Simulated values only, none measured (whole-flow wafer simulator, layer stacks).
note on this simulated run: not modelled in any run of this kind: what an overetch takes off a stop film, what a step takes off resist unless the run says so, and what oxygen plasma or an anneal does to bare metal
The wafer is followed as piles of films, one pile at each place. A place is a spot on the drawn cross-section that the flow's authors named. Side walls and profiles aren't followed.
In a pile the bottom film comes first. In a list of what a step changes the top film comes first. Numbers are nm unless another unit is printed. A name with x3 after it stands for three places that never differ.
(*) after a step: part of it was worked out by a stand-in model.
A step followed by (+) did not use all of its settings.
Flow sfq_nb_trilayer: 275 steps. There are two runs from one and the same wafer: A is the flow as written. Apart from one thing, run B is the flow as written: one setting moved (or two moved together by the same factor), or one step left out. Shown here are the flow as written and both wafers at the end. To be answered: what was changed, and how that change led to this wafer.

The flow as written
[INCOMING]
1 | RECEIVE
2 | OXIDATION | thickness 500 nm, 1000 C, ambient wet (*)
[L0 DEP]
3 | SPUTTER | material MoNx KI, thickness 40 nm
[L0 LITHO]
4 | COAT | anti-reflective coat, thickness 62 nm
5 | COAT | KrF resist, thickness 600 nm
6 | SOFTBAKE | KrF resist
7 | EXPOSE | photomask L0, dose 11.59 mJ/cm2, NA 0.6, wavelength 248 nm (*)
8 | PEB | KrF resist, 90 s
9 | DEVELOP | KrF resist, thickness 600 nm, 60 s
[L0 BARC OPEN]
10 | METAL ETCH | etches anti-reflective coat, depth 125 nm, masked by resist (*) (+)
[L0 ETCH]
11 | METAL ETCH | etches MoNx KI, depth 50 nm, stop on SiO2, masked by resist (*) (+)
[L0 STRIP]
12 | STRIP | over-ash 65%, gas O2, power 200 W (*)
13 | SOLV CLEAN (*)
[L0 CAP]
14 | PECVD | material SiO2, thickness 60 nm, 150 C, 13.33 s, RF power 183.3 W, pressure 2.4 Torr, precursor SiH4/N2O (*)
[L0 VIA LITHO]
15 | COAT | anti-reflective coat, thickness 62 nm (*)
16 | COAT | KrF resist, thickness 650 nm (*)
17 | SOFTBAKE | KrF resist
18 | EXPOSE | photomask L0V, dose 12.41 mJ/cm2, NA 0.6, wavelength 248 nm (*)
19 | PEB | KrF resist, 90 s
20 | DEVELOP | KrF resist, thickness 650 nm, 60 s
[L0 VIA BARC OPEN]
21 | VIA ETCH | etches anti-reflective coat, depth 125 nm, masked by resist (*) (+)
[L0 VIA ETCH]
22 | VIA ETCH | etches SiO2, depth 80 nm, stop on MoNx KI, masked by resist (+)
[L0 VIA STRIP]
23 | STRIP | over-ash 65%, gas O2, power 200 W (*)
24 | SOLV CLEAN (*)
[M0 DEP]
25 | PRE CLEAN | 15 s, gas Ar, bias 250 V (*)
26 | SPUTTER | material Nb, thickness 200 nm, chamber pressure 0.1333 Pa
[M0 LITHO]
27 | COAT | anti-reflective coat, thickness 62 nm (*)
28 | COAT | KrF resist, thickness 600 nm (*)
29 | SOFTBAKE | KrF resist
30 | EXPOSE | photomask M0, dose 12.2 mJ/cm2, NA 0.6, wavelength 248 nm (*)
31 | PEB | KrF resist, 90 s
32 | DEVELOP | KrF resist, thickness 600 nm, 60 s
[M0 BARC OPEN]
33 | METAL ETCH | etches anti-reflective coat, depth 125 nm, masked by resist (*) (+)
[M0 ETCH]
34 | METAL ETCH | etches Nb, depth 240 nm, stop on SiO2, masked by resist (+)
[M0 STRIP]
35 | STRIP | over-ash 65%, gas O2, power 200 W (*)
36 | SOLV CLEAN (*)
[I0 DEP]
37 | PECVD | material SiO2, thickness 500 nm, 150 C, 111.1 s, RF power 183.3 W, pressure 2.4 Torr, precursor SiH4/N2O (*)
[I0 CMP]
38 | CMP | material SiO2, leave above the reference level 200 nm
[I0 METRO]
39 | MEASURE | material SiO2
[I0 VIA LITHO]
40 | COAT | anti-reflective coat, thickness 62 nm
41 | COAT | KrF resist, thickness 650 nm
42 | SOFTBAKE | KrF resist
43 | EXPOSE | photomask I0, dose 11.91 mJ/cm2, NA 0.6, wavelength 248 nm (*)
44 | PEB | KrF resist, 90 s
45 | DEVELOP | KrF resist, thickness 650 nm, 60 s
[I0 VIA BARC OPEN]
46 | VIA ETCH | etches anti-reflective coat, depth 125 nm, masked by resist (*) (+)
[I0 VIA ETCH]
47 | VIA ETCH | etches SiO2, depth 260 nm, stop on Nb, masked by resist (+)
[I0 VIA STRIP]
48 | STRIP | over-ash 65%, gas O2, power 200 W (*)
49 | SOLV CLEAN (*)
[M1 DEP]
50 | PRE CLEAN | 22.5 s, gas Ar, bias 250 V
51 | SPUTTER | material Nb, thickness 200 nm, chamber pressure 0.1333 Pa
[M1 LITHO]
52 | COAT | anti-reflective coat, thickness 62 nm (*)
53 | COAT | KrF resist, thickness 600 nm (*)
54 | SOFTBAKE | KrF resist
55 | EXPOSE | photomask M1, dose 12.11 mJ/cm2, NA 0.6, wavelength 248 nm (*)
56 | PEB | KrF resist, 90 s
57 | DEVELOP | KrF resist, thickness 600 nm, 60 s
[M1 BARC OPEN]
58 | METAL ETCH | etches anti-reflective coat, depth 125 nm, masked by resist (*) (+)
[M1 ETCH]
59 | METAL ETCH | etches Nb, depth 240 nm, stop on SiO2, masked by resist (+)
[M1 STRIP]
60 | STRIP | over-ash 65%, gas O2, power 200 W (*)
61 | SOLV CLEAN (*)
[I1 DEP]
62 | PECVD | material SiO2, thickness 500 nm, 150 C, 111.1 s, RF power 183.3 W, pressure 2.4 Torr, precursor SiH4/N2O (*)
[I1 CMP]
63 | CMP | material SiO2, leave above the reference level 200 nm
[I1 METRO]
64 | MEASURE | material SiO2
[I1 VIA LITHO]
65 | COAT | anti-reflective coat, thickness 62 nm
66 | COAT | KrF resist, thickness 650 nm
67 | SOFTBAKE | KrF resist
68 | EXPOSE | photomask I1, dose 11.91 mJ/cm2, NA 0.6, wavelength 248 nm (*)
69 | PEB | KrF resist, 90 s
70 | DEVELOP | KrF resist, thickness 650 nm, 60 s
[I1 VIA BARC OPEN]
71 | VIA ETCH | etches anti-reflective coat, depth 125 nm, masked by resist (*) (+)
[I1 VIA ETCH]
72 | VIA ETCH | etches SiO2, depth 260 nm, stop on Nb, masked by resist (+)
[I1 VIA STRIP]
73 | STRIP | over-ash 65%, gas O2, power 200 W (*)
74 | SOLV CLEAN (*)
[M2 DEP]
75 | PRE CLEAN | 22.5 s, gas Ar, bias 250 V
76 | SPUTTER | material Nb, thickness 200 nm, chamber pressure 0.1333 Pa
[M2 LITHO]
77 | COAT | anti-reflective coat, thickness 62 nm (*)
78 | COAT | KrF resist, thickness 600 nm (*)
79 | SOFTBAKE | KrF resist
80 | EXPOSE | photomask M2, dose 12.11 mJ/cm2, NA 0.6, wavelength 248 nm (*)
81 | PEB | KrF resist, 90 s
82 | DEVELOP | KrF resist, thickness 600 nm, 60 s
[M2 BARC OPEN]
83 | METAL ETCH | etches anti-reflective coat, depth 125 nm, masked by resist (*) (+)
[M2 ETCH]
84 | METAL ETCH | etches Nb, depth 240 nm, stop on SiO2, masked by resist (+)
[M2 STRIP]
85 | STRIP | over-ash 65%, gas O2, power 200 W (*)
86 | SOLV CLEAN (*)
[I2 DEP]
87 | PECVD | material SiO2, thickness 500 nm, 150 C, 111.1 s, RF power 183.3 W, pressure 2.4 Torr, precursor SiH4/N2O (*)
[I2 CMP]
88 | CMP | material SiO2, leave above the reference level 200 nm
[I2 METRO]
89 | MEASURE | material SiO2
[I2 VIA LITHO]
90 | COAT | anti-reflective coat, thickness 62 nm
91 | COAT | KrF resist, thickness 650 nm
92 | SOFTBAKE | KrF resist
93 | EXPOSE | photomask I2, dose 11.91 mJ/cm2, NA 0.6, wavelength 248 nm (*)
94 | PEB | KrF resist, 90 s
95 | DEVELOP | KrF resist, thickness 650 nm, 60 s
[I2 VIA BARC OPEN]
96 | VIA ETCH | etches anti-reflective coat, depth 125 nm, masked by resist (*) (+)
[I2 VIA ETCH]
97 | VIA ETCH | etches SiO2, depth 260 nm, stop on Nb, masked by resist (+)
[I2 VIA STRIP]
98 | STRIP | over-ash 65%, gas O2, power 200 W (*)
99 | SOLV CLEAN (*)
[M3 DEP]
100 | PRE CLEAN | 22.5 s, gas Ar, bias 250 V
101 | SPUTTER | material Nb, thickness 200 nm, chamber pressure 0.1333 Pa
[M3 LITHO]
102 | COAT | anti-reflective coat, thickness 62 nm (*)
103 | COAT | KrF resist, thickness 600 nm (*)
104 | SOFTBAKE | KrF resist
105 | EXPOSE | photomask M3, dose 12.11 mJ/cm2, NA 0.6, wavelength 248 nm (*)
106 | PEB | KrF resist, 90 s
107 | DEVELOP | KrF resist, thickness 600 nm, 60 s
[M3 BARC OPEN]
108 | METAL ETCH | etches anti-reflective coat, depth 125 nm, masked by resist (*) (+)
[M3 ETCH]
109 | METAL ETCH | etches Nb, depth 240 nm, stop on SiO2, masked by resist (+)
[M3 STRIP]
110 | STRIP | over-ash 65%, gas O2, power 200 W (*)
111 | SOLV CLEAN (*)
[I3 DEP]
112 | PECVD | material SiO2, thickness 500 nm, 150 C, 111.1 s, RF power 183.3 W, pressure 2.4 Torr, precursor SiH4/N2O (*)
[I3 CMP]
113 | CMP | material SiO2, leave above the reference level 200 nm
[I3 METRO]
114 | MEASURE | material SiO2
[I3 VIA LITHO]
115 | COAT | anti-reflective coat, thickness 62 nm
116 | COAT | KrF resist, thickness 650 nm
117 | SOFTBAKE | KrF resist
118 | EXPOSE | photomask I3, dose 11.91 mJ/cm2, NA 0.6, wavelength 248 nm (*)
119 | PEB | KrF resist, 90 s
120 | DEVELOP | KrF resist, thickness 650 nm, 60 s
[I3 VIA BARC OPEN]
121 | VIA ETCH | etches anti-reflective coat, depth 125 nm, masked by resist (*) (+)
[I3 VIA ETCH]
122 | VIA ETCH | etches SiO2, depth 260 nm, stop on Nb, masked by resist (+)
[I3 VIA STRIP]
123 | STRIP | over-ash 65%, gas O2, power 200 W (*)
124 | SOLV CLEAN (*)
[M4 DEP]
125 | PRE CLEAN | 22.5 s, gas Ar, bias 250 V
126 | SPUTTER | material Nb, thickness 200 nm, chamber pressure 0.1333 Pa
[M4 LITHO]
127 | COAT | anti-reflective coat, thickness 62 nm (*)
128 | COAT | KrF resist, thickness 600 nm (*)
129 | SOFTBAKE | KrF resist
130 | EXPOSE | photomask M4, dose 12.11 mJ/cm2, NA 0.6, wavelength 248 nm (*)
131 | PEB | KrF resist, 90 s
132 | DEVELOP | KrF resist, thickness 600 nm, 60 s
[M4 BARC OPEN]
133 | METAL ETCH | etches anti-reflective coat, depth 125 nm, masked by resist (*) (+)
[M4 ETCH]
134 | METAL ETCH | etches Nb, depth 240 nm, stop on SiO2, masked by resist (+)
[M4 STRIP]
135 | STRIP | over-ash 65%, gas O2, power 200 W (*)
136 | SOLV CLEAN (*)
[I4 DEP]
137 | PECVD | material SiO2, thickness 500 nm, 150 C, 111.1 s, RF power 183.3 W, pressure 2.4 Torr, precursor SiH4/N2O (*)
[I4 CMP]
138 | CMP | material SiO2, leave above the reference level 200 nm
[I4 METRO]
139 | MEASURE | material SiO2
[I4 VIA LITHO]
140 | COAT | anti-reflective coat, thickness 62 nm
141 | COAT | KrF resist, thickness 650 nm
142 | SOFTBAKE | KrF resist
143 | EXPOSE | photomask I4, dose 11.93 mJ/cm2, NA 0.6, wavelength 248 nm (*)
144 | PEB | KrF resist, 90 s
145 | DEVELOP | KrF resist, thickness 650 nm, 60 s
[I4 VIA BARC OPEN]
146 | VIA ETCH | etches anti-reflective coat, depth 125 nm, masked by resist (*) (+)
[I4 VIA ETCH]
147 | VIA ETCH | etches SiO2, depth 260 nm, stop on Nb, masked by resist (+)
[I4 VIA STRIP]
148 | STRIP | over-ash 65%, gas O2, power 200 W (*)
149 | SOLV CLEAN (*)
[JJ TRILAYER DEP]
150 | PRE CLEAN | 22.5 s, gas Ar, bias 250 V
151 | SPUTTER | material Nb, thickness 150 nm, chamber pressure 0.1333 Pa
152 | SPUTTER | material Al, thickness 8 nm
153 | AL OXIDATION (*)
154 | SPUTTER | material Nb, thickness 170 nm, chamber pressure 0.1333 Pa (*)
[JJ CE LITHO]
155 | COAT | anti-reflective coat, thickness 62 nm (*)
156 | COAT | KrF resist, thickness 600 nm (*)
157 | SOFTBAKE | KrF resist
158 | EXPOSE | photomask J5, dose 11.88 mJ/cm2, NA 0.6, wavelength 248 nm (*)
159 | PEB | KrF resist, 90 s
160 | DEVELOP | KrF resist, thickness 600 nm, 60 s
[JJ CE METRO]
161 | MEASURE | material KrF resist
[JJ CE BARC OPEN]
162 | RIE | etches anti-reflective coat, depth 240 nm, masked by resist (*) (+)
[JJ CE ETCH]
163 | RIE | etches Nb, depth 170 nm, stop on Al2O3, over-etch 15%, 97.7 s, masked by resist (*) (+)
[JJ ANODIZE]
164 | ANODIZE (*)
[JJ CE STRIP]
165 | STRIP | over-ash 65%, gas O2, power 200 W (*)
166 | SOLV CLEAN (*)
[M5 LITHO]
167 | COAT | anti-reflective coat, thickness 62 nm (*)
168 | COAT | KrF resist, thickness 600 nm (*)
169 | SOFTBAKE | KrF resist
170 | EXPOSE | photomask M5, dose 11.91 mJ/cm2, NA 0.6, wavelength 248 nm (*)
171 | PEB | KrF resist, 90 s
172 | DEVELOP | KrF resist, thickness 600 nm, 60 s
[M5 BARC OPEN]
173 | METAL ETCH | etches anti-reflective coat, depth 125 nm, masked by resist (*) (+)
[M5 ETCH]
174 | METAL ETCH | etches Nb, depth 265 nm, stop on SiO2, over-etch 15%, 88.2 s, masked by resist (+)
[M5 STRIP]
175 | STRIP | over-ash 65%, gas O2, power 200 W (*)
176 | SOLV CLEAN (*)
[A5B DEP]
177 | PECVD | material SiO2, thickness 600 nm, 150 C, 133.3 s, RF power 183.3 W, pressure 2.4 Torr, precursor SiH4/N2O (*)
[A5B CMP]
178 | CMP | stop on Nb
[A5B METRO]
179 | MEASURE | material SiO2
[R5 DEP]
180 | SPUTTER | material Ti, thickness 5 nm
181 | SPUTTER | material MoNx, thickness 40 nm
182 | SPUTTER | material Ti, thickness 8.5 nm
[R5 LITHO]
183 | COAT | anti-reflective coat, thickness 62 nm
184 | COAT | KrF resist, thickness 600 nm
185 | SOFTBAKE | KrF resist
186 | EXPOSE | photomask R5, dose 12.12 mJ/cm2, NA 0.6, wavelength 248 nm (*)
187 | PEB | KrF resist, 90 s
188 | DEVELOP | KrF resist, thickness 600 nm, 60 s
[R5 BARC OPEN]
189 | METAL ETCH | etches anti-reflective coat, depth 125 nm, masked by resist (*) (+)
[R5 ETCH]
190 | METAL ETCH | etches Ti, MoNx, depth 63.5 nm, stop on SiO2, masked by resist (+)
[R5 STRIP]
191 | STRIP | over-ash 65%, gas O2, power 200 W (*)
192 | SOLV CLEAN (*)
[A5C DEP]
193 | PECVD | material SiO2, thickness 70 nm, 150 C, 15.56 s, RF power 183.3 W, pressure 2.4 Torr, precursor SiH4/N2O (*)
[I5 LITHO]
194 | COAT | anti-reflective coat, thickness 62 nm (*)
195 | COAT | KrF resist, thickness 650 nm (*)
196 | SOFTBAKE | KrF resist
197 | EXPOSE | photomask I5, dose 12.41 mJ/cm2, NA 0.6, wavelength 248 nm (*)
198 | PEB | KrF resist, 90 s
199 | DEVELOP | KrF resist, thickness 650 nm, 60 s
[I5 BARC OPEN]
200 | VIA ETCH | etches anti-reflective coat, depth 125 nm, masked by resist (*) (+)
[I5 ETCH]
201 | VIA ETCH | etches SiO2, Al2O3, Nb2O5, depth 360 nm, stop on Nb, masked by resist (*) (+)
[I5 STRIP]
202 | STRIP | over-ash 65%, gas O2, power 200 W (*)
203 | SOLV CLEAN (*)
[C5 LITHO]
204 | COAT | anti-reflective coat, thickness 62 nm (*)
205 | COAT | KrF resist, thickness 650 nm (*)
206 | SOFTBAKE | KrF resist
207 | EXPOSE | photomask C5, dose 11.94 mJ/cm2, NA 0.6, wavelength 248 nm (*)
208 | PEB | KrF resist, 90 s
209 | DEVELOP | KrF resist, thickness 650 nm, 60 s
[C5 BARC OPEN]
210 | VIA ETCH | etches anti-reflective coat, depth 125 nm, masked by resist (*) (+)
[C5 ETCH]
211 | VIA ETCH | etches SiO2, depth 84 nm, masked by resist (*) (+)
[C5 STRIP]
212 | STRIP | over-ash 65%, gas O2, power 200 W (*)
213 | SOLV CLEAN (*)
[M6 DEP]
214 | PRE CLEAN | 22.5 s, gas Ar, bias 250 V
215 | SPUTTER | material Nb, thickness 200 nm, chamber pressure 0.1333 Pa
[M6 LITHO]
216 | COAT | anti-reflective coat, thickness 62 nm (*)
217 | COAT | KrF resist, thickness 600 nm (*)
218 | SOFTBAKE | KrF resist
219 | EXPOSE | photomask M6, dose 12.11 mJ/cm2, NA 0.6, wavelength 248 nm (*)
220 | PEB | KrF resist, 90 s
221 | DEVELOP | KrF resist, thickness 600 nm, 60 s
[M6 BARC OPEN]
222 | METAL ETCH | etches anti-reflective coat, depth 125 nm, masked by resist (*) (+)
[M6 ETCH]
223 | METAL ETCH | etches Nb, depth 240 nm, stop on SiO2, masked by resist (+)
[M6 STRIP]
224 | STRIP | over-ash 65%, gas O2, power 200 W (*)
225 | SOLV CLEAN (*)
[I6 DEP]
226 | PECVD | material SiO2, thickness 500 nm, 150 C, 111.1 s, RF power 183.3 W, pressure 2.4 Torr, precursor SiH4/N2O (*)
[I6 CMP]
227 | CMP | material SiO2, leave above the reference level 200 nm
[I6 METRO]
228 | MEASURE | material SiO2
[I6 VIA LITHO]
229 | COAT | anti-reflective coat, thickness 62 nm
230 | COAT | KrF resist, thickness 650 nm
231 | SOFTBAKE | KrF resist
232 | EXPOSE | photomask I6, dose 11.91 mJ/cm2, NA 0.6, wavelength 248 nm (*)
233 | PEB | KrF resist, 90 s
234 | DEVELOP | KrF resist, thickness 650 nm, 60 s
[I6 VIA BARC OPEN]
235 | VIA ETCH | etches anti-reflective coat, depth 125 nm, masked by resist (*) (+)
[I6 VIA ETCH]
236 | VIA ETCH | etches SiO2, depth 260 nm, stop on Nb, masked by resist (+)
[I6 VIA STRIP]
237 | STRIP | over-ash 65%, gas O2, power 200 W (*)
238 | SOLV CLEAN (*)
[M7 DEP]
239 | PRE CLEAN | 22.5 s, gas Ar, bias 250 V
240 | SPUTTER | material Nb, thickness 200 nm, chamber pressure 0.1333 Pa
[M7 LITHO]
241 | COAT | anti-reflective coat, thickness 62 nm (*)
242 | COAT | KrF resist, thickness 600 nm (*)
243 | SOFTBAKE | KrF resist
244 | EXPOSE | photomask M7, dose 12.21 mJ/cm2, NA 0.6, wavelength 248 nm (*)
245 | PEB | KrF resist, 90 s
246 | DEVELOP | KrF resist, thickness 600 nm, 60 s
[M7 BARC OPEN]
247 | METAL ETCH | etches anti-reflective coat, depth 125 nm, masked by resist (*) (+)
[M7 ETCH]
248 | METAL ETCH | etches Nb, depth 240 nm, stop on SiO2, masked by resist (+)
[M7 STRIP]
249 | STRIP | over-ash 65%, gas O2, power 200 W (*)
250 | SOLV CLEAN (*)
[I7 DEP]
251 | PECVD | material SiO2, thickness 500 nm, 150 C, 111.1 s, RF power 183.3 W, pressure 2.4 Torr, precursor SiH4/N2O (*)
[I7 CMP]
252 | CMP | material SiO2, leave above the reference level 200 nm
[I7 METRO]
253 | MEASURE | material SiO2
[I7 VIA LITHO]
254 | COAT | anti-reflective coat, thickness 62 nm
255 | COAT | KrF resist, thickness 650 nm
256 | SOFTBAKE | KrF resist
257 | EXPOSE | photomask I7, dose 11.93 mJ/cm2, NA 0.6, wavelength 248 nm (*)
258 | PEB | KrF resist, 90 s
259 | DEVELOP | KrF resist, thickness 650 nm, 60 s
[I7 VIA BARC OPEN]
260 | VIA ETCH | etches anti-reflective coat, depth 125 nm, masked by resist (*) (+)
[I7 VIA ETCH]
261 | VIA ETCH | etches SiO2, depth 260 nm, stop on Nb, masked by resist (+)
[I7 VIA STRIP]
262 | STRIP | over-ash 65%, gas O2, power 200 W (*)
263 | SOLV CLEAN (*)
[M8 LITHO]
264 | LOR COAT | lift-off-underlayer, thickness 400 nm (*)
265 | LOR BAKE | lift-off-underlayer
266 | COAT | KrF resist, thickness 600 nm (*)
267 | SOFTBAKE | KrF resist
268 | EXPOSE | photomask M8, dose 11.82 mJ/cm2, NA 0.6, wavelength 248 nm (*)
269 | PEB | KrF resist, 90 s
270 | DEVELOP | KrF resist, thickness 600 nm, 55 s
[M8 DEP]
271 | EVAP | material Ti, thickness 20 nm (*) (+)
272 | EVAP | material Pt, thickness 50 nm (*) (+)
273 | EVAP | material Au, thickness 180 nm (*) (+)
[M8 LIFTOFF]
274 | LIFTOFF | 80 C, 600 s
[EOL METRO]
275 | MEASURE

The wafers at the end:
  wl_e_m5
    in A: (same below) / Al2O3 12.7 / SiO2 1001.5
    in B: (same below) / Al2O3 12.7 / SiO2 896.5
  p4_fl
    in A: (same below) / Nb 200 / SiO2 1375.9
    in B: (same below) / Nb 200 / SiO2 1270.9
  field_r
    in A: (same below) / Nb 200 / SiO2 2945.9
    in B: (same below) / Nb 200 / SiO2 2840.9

What caused this: step 227, CMP: leave above the reference level 95 nm was run, while the flow as written has leave above the reference level 200 nm.

The path from the change to this, step by step:
  227 | CMP | material SiO2, leave above the reference level 200 nm
      field_l, p4_fl, p4_fm and 59 more: A -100 SiO2 | B -205 SiO2
      v_sur, via_wl, via_w and 15 more: A -300 SiO2 | B -405 SiO2
      (and at 26 other places as well)
  236 | VIA ETCH | etches SiO2, depth 260 nm, stop on Nb, masked by resist (+)
      field_l, v_sur, via_wl and 102 more: A -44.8 KrF resist | B -24.5 KrF resist
      via_v: A -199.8 SiO2 (all of it) | B -94.8 SiO2 (all of it)
  237 | STRIP | over-ash 65%, gas O2, power 200 W (*)
      field_l, v_sur, via_wl and 102 more: A -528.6 KrF resist (all of it), -62 anti-reflective coat (all of it) | B -548.9 KrF resist (all of it), -62 anti-reflective coat (all of it)
  240 | SPUTTER | material Nb, thickness 200 nm, chamber pressure 0.1333 Pa
      via_v: A +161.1 Nb | B +187.1 Nb
  241 | COAT | anti-reflective coat, thickness 62 nm (*)
      via_v: A +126 anti-reflective coat (new film) | B +103.8 anti-reflective coat (new film)
  242 | COAT | KrF resist, thickness 600 nm (*)
      via_v: A +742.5 KrF resist (new film) | B +650.6 KrF resist (new film)
  249 | STRIP | over-ash 65%, gas O2, power 200 W (*)
      via_sp: A -373.6 KrF resist (all of it), -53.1 anti-reflective coat (all of it) | B -382.7 KrF resist (all of it), -52.7 anti-reflective coat (all of it)
      via_v: A -524.5 KrF resist (all of it), -126 anti-reflective coat (all of it) | B -432.9 KrF resist (all of it), -103.8 anti-reflective coat (all of it)
      (and at 1 other place as well)
  251 | PECVD | material SiO2, thickness 500 nm, 150 C, 111.1 s, RF power 183.3 W, pressure 2.4 Torr, precursor SiH4/N2O (*)
      via_v: A +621 SiO2 (new film) | B +500 SiO2 (new film)
  252 | CMP | material SiO2, leave above the reference level 200 nm
      via_v: A -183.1 SiO2 | B -193.2 SiO2
